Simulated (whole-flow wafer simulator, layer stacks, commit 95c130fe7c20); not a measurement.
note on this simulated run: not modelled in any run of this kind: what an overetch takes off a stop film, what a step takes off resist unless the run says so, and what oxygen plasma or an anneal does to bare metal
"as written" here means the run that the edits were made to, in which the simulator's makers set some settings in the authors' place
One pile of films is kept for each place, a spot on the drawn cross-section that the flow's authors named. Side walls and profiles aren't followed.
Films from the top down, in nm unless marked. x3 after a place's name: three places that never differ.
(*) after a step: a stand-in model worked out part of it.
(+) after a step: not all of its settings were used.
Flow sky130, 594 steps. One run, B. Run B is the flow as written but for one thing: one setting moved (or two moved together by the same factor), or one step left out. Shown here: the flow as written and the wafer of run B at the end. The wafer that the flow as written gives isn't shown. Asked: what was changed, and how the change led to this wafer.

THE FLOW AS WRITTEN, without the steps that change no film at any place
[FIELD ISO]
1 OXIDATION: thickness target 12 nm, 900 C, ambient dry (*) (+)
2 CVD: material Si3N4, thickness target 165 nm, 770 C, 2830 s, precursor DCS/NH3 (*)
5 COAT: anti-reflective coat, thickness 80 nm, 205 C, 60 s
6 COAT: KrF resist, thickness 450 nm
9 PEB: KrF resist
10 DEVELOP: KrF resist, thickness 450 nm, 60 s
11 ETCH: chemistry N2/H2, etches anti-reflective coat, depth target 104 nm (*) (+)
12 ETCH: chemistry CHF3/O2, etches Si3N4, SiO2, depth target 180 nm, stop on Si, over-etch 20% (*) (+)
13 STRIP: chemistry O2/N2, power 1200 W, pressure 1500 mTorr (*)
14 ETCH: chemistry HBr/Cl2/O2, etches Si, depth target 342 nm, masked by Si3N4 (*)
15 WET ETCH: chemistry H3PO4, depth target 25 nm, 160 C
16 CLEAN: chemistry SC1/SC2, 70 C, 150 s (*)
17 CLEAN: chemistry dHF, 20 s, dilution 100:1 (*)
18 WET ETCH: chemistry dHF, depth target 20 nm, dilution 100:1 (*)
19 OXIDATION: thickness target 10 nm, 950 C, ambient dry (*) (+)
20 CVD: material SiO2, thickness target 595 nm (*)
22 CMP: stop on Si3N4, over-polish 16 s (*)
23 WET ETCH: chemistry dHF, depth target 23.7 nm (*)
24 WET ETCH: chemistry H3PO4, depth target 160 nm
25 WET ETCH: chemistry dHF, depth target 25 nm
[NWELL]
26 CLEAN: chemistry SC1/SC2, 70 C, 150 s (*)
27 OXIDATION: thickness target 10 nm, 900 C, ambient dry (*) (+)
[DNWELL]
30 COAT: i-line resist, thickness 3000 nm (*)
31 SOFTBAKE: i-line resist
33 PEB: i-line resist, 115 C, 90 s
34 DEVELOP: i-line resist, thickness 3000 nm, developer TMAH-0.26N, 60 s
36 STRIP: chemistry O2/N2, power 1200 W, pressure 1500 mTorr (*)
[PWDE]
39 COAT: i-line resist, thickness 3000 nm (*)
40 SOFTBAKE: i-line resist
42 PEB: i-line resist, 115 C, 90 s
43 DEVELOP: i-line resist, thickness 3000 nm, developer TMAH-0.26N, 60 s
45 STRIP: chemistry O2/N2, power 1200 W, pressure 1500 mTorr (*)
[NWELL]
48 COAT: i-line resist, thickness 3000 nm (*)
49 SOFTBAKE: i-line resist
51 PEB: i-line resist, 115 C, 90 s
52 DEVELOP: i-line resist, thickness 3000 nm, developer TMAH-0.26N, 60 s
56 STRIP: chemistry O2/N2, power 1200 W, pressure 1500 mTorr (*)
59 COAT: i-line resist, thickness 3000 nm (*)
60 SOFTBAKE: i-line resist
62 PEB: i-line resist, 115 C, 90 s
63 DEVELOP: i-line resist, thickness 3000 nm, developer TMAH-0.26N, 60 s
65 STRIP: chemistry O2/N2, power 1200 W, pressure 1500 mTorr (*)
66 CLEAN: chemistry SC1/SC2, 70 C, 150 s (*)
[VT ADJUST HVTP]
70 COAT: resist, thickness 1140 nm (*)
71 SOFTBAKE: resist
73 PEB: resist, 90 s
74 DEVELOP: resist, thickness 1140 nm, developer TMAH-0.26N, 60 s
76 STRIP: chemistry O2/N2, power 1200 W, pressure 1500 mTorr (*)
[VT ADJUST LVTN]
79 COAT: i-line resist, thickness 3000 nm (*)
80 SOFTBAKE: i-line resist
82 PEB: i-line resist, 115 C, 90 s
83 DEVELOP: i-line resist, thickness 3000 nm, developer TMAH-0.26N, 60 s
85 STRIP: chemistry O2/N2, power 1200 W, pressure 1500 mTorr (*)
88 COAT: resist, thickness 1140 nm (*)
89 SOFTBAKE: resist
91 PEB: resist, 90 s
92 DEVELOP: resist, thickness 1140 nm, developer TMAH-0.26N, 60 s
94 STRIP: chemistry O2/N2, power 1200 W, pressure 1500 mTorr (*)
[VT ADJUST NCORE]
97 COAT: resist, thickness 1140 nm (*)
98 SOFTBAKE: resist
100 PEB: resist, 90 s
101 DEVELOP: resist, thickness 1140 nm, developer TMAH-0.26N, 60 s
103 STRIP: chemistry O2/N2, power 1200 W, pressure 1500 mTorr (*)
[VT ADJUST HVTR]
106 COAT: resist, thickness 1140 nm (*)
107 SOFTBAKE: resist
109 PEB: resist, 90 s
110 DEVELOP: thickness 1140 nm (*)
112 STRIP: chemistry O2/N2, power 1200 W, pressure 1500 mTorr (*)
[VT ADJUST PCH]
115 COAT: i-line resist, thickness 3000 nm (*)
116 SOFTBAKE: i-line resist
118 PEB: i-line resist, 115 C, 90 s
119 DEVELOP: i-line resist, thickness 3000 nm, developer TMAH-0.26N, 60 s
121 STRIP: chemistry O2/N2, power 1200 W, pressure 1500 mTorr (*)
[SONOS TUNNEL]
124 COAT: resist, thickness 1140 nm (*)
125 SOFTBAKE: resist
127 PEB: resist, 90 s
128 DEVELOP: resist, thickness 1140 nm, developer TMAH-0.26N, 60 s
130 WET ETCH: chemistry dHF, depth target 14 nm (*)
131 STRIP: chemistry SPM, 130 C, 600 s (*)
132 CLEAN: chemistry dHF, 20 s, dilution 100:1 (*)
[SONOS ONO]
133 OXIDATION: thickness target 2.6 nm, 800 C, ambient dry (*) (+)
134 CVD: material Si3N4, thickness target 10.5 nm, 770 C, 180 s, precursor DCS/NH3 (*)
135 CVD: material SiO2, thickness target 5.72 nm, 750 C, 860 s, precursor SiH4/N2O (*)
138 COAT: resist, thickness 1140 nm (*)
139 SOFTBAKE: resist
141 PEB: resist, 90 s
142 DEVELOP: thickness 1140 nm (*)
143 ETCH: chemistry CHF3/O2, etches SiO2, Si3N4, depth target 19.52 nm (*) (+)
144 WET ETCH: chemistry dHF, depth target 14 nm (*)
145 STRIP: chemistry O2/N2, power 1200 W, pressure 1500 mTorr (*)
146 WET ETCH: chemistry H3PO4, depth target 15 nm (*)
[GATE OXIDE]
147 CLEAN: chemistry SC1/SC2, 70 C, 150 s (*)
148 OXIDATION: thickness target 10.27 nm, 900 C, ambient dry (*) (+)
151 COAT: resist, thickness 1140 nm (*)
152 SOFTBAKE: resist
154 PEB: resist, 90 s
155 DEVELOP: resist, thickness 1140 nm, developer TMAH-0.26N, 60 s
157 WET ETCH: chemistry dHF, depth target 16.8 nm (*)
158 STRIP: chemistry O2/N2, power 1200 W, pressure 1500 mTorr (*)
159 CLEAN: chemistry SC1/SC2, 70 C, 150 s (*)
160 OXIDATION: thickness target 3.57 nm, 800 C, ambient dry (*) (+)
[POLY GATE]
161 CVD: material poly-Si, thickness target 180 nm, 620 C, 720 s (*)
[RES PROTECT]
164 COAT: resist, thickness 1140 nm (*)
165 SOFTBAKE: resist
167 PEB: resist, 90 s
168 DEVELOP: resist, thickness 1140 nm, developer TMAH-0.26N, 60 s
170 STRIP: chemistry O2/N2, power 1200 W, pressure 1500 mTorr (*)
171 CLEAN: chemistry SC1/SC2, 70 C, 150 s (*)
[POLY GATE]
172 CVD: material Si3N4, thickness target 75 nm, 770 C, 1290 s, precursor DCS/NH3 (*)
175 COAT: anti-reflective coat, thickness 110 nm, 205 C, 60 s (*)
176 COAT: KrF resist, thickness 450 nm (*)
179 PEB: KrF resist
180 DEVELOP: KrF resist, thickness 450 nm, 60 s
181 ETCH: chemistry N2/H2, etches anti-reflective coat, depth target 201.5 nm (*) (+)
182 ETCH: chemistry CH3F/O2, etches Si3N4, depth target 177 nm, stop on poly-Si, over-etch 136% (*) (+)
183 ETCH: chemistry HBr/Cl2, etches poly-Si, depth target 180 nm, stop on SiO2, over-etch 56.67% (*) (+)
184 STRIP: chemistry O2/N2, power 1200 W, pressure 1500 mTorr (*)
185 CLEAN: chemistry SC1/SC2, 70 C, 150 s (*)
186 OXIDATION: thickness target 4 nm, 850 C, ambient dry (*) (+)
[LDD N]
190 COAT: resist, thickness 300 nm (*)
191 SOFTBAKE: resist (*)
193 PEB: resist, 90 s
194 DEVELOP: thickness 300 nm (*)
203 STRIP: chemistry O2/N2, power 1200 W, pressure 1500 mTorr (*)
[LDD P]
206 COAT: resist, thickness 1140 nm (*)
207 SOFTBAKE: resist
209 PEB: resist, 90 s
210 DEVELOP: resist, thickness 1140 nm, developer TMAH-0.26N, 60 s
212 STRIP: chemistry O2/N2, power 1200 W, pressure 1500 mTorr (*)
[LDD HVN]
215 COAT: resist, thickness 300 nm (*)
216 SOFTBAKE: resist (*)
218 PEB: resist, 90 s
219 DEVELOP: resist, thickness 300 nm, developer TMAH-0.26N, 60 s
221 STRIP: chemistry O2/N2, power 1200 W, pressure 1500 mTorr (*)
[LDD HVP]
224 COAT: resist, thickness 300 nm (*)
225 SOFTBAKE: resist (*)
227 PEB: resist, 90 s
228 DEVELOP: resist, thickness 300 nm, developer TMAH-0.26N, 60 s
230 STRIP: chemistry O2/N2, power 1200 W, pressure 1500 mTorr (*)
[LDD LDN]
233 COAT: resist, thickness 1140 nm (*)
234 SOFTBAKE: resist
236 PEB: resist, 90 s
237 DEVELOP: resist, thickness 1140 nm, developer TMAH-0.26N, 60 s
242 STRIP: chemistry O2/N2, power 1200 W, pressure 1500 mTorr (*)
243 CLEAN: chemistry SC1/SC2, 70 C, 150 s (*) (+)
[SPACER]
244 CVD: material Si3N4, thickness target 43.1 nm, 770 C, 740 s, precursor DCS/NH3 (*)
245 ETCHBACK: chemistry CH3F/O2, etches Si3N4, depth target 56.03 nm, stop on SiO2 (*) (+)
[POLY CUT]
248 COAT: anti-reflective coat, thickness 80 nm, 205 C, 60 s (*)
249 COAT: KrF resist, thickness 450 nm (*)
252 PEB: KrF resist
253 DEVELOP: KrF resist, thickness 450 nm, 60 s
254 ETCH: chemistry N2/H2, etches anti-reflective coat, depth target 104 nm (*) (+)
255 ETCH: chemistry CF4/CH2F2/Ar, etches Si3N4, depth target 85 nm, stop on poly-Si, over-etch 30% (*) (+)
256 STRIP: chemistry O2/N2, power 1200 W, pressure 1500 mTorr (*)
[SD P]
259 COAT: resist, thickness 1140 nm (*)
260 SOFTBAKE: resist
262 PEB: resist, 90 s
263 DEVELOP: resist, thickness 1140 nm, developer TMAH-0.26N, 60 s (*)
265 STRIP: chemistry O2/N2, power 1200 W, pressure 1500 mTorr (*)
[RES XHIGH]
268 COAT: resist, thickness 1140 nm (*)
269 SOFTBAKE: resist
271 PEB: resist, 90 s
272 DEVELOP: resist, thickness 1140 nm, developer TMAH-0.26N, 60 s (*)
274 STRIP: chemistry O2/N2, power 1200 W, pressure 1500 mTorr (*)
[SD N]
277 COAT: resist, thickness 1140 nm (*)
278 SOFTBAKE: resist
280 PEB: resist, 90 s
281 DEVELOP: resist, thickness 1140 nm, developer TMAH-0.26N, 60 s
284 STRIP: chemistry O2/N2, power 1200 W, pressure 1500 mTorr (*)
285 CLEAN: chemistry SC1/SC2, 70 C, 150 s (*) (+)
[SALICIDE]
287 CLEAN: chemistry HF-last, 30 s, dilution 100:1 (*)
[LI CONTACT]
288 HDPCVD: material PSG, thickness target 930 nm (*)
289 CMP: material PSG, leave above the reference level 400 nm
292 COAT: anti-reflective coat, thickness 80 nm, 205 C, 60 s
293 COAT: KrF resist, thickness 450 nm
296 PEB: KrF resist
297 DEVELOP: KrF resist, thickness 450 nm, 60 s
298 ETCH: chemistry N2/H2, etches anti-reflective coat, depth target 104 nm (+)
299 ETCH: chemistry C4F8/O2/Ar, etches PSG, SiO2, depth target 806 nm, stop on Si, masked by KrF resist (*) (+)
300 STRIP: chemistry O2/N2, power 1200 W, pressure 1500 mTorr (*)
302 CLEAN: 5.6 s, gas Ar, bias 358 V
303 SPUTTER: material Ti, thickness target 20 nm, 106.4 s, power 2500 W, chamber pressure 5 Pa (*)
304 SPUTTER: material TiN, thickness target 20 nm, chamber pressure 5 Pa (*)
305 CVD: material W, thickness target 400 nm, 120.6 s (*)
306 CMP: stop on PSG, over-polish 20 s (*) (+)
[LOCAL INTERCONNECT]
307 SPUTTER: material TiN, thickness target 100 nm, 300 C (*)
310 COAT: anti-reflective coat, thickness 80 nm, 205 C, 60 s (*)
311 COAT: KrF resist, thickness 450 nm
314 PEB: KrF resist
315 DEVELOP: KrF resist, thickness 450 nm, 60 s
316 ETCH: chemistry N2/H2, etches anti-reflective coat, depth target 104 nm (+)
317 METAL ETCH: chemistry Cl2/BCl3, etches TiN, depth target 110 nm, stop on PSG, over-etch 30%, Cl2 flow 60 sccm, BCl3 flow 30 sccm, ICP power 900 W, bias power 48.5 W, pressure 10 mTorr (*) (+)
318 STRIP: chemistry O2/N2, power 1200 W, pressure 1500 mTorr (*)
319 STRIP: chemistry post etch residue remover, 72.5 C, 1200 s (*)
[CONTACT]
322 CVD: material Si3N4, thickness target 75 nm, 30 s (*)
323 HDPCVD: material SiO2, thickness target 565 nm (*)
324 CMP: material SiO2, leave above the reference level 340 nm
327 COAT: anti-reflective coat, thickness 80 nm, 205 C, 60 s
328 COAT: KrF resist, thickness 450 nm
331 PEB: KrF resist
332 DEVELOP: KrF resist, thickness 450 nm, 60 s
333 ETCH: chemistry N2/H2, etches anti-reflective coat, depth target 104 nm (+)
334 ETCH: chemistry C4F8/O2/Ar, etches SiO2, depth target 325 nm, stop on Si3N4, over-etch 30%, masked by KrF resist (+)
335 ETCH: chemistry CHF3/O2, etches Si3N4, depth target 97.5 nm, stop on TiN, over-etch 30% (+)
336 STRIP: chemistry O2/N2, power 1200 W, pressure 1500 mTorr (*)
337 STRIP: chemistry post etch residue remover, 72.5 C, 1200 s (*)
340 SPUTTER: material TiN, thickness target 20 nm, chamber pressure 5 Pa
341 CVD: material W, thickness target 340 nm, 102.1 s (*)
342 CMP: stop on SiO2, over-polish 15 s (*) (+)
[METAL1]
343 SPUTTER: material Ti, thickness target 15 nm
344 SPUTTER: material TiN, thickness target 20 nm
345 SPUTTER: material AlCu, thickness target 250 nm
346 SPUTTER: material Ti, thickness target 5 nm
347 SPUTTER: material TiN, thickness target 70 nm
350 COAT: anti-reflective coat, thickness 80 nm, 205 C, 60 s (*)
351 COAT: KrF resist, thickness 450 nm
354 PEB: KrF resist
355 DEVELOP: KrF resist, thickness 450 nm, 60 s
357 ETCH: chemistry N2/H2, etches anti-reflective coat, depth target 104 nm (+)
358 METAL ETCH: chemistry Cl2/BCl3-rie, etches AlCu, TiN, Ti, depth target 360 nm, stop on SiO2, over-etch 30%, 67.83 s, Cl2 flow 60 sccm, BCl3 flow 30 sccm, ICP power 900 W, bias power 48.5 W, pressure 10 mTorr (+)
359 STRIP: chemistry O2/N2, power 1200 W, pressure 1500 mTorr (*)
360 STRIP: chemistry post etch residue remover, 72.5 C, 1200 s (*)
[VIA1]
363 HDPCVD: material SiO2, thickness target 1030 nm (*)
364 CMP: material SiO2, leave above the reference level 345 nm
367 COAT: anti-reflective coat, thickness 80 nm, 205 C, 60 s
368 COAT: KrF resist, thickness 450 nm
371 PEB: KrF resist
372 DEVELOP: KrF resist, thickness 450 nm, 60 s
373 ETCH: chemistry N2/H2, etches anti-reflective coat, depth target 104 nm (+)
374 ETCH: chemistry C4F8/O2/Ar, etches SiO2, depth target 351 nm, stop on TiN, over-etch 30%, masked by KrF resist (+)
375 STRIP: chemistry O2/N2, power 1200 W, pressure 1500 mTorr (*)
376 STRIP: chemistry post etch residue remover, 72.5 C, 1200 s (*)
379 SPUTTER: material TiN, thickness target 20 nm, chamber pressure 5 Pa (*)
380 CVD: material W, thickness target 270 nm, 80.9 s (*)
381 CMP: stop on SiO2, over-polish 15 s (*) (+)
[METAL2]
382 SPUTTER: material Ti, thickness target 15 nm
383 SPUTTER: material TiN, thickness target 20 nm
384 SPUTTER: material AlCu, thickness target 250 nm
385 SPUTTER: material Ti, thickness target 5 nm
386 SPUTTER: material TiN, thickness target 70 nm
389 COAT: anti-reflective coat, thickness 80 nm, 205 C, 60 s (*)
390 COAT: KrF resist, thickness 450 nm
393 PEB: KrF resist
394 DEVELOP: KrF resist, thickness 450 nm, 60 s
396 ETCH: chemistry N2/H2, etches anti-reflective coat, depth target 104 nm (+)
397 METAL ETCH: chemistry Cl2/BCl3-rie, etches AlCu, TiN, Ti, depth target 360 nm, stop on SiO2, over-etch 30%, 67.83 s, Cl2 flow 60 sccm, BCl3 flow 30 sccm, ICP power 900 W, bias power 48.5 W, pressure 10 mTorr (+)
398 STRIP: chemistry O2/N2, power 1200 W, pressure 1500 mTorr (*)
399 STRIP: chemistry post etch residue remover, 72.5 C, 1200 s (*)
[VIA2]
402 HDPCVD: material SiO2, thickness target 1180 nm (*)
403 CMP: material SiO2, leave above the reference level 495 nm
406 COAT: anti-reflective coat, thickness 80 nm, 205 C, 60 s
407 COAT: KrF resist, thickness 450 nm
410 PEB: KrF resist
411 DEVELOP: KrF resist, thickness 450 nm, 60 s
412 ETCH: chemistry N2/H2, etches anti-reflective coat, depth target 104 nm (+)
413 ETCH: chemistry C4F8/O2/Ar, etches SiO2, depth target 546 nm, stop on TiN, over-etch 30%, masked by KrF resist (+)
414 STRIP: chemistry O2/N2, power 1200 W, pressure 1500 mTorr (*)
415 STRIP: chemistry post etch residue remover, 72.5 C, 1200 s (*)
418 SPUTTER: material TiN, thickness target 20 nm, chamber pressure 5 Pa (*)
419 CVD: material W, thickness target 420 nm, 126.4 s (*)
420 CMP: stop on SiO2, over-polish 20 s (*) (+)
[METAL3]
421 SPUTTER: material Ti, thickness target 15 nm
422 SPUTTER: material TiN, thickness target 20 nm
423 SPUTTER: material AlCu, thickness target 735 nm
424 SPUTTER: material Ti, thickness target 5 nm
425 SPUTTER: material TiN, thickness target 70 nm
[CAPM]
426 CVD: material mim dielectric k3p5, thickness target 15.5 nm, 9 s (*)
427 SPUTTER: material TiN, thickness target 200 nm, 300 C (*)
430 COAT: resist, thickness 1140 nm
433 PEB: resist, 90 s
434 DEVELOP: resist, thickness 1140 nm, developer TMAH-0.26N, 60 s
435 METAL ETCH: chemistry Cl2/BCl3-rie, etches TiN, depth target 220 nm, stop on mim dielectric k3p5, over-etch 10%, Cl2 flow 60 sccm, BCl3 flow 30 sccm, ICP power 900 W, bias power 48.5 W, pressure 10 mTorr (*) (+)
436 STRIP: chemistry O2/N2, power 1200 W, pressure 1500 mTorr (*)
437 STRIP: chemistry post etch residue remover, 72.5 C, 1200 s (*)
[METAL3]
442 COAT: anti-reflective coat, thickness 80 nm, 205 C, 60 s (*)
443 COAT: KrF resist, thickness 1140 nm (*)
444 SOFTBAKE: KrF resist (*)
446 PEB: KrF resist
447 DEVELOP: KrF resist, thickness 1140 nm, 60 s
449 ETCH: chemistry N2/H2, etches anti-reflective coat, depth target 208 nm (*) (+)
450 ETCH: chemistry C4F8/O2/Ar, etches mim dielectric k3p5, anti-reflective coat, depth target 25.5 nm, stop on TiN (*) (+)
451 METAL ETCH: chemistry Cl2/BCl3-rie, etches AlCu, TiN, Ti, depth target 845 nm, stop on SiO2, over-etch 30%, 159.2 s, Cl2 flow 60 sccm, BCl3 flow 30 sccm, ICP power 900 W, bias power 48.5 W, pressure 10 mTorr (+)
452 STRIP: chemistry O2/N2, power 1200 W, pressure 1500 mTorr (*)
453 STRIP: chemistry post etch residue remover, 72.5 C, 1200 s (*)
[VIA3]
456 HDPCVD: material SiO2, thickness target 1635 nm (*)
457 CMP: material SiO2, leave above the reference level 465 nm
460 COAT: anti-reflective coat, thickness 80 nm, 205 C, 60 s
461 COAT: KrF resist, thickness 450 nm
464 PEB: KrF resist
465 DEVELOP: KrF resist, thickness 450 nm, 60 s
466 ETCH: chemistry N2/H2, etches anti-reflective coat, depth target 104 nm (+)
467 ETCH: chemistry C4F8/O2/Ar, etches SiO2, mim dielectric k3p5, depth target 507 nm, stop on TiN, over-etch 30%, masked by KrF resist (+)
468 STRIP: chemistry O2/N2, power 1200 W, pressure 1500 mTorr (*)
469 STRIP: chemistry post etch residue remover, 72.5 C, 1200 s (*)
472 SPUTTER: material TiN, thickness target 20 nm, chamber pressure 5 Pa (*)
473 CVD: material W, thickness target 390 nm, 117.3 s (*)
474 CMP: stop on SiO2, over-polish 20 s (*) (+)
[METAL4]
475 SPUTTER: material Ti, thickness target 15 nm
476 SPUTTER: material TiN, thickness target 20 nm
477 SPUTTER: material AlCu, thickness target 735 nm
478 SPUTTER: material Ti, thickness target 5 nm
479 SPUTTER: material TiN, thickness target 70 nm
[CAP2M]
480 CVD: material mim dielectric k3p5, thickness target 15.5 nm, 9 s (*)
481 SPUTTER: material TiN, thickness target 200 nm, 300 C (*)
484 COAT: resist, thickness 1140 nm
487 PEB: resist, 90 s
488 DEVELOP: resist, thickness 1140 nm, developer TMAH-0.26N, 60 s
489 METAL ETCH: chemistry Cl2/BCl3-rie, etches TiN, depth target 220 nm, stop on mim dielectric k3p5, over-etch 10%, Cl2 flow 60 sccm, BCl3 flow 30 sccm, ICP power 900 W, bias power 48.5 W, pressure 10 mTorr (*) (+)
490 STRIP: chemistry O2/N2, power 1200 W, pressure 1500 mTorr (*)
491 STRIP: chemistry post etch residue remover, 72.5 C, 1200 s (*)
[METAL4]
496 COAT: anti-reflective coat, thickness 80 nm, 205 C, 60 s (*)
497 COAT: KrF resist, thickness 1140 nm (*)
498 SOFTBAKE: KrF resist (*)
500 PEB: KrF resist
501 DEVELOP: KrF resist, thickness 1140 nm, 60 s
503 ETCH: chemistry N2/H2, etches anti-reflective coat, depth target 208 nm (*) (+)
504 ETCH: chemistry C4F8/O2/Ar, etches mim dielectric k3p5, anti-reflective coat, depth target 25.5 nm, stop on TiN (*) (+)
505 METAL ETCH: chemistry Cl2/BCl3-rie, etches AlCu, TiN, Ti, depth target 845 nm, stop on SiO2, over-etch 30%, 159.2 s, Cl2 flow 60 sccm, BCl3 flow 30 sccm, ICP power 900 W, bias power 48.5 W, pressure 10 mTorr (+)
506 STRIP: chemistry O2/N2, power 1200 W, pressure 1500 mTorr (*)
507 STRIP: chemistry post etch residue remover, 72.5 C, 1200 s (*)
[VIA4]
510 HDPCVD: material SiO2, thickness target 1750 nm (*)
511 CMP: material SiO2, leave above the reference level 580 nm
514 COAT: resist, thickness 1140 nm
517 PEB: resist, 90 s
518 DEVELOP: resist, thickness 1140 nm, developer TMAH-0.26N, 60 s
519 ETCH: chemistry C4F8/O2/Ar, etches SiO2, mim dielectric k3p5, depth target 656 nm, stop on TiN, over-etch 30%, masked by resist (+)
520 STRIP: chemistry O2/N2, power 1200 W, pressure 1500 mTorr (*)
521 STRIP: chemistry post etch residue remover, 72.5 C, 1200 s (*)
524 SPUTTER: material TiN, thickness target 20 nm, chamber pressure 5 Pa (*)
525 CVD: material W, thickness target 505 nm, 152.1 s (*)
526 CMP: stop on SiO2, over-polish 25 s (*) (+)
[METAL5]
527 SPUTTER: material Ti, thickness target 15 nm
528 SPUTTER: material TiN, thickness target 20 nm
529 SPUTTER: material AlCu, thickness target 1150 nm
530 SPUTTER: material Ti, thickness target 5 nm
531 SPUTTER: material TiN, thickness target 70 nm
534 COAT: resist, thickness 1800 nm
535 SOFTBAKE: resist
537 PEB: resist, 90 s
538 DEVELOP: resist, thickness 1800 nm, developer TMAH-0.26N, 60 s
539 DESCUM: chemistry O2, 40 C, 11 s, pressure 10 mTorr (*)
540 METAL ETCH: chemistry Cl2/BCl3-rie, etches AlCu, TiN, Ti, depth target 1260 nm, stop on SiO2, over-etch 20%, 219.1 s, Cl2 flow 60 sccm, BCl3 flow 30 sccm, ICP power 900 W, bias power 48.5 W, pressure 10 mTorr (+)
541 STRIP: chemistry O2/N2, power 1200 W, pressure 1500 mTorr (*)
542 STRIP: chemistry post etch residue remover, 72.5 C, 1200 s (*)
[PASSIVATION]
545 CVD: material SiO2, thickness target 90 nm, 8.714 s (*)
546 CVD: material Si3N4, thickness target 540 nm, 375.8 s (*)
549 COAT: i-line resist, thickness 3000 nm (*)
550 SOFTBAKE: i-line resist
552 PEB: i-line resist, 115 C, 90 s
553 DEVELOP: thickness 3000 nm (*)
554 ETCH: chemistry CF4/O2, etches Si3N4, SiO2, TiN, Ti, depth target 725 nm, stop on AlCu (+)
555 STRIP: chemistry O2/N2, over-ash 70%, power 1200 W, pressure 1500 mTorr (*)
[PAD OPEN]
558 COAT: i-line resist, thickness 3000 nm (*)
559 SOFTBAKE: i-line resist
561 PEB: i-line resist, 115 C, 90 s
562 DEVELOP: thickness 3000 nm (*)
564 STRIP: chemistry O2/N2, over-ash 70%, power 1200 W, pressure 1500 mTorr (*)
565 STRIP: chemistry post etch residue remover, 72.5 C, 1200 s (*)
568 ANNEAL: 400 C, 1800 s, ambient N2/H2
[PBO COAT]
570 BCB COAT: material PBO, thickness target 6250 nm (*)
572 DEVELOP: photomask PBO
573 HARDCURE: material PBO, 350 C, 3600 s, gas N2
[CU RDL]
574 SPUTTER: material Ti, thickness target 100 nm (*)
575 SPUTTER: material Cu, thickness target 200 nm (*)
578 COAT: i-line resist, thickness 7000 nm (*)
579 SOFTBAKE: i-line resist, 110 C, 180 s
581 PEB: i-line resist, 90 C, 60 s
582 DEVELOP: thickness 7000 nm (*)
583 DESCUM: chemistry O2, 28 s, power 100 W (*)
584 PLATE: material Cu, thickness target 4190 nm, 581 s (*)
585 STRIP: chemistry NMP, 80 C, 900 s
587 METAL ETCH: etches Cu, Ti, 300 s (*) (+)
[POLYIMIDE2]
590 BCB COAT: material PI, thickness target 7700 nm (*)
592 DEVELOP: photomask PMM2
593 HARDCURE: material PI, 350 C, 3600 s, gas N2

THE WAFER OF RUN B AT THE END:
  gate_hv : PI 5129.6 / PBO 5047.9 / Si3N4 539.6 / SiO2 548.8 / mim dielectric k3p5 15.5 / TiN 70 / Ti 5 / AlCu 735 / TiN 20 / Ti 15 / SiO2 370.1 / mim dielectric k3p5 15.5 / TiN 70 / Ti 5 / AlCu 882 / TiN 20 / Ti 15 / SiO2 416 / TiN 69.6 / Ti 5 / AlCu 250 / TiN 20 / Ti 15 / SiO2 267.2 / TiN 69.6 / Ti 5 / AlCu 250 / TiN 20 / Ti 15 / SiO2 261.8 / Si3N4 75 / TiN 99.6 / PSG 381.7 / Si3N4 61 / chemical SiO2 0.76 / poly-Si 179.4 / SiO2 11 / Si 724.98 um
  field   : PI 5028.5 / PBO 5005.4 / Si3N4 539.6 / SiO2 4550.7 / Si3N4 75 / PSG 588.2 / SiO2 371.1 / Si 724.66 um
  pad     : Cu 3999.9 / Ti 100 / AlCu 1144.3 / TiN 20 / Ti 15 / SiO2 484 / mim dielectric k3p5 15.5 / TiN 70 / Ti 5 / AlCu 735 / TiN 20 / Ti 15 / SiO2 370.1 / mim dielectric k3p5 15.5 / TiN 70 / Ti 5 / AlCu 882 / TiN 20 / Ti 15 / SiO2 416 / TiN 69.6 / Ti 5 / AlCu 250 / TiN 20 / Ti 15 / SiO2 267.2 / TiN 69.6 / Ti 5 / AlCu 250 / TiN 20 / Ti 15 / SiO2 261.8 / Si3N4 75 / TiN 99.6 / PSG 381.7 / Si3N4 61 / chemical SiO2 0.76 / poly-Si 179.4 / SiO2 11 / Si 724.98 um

The cause: step 423, SPUTTER: thickness target 882 nm was run, where the flow has thickness target 735 nm.
It can be read off the wafer: gate_hv has AlCu 882, and step 423 as written asks for 735 nm.

How the change led to this, step by step:
  423 SPUTTER: material AlCu, thickness target 735 nm
      field, active, n_well and 188 more: AlCu +882 (new film) (as written it would be: AlCu +735 (new film))
  451 METAL ETCH: chemistry Cl2/BCl3-rie, etches AlCu, TiN, Ti, depth target 845 nm, stop on SiO2, over-etch 30%, 159.2 s, Cl2 flow 60 sccm, BCl3 flow 30 sccm, ICP power 900 W, bias power 48.5 W, pressure 10 mTorr (+)
      field, active, gate and 62 more: TiN -70 (all of it), Ti -5 (all of it), AlCu -882 (all of it), TiN -20 (all of it), Ti -15 (all of it), SiO2 -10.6 (as written it would be: TiN -70 (all of it), Ti -5 (all of it), AlCu -735 (all of it), TiN -20 (all of it), Ti -15 (all of it), SiO2 -25.4)
      vpp_ln, vpp_iso2, ndiff_ln, ndiff_cd, via1_hole, via1_enc, via_li1, m2_ln_cd: TiN -70 (all of it), Ti -5 (all of it), AlCu -882 (all of it), TiN -20 (all of it), Ti -15 (all of it), SiO2 -10.6 (as written it would be: TiN -70 (all of it), Ti -5 (all of it), AlCu -735 (all of it), TiN -20 (all of it), Ti -15 (all of it), SiO2 -25.3)
      (and at 12 more places)
  457 CMP: material SiO2, leave above the reference level 465 nm
      field, active, gate and 82 more: SiO2 -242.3 (as written it would be: SiO2 -374.7)
